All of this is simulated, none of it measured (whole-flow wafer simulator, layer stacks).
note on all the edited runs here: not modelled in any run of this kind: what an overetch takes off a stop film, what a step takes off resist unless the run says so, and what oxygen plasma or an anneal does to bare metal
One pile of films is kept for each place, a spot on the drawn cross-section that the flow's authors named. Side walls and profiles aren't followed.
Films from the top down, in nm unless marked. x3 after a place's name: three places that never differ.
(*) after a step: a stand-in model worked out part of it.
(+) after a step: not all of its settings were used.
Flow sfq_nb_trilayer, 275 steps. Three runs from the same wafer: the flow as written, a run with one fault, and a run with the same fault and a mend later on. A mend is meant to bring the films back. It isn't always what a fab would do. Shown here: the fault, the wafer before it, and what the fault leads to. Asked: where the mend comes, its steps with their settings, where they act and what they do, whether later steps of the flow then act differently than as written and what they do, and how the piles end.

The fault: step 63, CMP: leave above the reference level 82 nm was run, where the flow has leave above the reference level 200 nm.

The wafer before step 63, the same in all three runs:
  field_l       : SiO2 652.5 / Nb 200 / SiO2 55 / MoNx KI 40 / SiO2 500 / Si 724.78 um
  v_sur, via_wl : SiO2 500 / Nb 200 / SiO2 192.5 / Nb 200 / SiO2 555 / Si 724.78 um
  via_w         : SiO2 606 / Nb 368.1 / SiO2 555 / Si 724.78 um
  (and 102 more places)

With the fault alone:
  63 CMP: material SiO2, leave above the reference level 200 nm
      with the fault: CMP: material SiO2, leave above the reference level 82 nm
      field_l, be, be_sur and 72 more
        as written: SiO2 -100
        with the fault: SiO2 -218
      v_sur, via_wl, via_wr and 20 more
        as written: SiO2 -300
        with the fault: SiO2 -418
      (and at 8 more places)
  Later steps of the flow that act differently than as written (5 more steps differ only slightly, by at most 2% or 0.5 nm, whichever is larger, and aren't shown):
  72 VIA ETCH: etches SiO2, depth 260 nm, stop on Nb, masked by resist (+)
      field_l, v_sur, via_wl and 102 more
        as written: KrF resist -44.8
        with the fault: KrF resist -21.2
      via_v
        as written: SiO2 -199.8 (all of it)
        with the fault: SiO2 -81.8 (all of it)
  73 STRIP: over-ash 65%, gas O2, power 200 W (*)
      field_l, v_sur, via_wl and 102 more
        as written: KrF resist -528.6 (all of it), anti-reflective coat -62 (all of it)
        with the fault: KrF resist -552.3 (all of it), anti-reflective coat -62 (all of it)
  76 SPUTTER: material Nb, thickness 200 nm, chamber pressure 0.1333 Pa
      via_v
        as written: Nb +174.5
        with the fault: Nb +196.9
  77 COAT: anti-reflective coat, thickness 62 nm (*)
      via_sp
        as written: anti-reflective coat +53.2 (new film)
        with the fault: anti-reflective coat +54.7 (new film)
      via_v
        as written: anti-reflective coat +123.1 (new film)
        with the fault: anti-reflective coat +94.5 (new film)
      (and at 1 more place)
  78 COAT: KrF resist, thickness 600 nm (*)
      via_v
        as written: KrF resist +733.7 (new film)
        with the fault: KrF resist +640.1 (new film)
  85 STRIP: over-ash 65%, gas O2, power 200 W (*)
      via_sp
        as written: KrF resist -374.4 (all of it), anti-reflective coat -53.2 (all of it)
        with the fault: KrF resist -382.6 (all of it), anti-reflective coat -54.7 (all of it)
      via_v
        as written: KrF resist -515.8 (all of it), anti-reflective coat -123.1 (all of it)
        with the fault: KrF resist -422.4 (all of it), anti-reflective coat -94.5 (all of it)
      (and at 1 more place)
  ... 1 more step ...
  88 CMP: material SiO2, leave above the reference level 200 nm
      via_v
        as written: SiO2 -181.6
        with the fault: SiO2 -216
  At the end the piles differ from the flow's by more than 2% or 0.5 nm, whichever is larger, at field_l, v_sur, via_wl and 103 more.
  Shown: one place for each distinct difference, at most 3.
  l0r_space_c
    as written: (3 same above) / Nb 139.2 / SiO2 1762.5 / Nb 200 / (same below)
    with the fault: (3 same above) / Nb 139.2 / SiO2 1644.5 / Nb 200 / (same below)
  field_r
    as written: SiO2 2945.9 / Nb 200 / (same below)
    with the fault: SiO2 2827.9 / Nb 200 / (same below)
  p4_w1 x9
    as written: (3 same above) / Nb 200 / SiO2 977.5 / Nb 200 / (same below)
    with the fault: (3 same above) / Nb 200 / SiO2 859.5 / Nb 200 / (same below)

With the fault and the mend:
  The mend comes after step 64.
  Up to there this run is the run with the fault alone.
  64a PECVD: material SiO2, thickness 118 nm, 150 C, 26.22 s, RF power 183.3 W, pressure 2.4 Torr, precursor SiH4/N2O (the flow's step 62 once more, with other settings)
      field_l, v_sur, via_wl and 103 more
        SiO2 +118
  No later step of the flow acts differently than as written, at any place that is followed, by more than 2% or 0.5 nm, whichever is larger.
  At the end the piles are the same as the flow's at every place that both follow.
